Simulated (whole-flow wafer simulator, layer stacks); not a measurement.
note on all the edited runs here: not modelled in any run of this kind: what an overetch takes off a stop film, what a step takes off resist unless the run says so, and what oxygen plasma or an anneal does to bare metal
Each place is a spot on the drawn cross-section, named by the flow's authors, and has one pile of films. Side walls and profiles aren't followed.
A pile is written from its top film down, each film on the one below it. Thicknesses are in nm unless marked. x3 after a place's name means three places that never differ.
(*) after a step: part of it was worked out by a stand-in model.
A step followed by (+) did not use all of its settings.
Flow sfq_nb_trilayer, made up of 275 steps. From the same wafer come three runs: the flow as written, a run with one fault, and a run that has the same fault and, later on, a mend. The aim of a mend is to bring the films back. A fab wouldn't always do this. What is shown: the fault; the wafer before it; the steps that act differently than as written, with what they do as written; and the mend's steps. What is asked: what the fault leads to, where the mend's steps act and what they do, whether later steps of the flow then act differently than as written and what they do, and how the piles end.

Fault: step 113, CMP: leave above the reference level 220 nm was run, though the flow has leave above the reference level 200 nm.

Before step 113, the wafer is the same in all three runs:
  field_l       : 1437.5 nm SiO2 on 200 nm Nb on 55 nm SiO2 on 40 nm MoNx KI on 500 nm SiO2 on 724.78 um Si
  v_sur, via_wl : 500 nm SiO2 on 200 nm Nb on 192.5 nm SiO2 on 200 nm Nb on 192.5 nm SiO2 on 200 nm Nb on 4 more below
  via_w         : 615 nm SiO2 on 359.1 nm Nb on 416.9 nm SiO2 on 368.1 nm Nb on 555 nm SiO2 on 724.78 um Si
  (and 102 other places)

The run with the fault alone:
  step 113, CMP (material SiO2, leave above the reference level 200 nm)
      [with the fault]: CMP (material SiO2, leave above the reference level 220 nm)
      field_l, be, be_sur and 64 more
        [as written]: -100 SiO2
        [with the fault]: -80 SiO2
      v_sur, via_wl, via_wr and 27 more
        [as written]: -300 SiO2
        [with the fault]: -280 SiO2
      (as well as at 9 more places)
  Steps further on in the flow that do not act as written (3 more steps, not shown, differ only slightly: by at most 2% or 0.5 nm, whichever is larger):
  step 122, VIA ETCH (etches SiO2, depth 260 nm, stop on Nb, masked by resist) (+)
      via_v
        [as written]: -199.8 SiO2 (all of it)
        [with the fault]: -219.8 SiO2 (all of it)
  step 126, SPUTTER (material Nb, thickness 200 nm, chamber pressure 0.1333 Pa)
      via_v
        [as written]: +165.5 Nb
        [with the fault]: +161.2 Nb
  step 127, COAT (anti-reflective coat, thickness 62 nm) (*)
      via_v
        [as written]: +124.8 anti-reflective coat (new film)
        [with the fault]: +129 anti-reflective coat (new film)
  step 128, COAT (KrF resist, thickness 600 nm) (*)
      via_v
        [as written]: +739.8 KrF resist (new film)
        [with the fault]: +756.5 KrF resist (new film)
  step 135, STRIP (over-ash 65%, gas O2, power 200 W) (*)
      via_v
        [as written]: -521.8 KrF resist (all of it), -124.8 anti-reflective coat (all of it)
        [with the fault]: -538.5 KrF resist (all of it), -129 anti-reflective coat (all of it)
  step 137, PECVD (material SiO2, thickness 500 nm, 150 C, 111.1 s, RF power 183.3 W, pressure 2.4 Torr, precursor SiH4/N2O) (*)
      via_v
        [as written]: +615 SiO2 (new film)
        [with the fault]: +639.3 SiO2 (new film)
  At v_sur, via_wl, via_w and 29 more, the piles at the end differ from the flow's by more than 2% or 0.5 nm, whichever is larger.
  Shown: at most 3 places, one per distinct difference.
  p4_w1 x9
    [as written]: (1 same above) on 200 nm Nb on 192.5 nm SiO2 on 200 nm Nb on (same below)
    [with the fault]: (1 same above) on 200 nm Nb on 212.5 nm SiO2 on 200 nm Nb on (same below)
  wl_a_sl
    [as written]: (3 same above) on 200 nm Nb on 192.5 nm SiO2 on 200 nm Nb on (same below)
    [with the fault]: (3 same above) on 200 nm Nb on 212.5 nm SiO2 on 200 nm Nb on (same below)
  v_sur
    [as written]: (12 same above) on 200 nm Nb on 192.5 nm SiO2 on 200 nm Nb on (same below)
    [with the fault]: (12 same above) on 200 nm Nb on 212.5 nm SiO2 on 200 nm Nb on (same below)

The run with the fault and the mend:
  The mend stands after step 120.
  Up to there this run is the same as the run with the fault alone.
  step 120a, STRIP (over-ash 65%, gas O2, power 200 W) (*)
      field_l, v_sur, via_wl and 102 more
        -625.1 KrF resist (all of it), -62 anti-reflective coat (all of it)
      via_v
        -62 anti-reflective coat (all of it)
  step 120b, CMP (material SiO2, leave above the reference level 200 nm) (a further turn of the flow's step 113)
      field_l, v_sur, via_wl and 103 more
        -20 SiO2
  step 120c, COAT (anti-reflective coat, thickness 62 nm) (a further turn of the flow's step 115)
      field_l, v_sur, via_wl and 103 more
        +62 anti-reflective coat (new film)
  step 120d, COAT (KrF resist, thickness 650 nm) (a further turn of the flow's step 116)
      field_l, v_sur, via_wl and 103 more
        +650 KrF resist (new film)
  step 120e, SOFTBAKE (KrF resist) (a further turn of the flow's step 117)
      leaves every film unchanged at each place that is followed
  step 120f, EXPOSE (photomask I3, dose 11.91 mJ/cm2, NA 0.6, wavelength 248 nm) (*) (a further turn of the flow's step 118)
      leaves every film unchanged at each place that is followed
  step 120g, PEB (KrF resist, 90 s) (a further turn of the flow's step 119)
      field_l, v_sur, via_wl and 103 more
        -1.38 KrF resist
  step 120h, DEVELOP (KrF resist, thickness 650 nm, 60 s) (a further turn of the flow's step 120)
      field_l, v_sur, via_wl and 102 more
        -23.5 KrF resist
      via_v
        -648.6 KrF resist (all of it)
  Every later step of the flow that is run acts as written at every place that is followed.
  The piles end the same as the flow's at every place that both follow.
